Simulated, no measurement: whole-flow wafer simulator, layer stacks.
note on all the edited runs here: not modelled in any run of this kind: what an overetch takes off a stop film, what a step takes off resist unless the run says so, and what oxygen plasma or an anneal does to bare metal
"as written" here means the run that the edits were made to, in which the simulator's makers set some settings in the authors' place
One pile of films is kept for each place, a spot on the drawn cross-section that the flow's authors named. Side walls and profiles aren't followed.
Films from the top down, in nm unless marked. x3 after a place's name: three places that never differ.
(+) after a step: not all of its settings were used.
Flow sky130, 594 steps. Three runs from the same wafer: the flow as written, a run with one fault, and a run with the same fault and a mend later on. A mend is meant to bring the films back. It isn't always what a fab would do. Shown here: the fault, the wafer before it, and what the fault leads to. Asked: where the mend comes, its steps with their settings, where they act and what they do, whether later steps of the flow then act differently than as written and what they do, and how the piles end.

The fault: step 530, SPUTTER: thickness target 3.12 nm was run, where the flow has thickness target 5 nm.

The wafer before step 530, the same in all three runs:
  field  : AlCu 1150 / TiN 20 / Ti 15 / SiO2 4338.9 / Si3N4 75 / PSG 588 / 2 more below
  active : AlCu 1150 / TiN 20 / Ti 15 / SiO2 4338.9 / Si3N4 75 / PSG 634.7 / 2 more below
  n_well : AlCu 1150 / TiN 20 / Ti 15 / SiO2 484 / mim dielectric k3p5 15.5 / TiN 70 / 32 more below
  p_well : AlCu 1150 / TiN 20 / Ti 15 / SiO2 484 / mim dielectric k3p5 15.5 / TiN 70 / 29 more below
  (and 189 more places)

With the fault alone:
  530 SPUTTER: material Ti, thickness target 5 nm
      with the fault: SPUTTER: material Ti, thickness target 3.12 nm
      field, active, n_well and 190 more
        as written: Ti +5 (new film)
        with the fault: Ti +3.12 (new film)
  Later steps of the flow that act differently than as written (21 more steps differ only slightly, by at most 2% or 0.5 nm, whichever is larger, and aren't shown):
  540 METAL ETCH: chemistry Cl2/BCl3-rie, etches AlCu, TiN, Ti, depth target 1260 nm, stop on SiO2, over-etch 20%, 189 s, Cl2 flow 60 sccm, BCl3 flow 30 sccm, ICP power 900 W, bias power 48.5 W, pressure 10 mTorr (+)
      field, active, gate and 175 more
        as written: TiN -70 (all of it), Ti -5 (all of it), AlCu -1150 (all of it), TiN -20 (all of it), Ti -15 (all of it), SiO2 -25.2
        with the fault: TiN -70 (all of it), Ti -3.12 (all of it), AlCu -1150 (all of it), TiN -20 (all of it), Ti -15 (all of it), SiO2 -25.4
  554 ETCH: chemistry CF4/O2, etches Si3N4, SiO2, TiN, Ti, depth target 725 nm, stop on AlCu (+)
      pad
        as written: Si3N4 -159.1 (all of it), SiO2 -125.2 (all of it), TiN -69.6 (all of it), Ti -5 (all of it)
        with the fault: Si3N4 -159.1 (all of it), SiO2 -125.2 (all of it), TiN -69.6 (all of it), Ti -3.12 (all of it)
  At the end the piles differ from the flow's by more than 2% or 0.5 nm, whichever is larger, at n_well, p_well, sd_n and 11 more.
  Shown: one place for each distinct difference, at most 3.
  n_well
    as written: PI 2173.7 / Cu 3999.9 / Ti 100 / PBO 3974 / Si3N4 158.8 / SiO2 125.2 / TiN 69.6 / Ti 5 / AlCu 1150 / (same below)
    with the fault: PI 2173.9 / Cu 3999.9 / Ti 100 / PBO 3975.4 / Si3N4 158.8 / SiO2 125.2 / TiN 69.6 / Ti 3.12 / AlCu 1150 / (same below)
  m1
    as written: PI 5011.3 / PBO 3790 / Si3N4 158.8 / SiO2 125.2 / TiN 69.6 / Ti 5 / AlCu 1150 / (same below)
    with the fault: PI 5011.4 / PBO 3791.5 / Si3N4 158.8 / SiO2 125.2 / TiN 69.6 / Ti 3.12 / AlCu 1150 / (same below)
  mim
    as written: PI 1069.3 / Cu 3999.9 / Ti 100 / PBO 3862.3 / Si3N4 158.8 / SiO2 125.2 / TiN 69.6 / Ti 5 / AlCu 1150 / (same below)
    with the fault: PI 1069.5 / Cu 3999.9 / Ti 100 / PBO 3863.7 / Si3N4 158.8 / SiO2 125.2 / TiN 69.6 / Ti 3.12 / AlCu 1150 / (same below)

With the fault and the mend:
  The mend comes after step 530.
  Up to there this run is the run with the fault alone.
  530a SPUTTER: material Ti, thickness target 1.88 nm (the flow's step 530 once more, with other settings)
      field, active, n_well and 190 more
        Ti +1.88
  No later step of the flow acts differently than as written at any place that is followed.
  At the end the piles are the same as the flow's at every place that both follow.
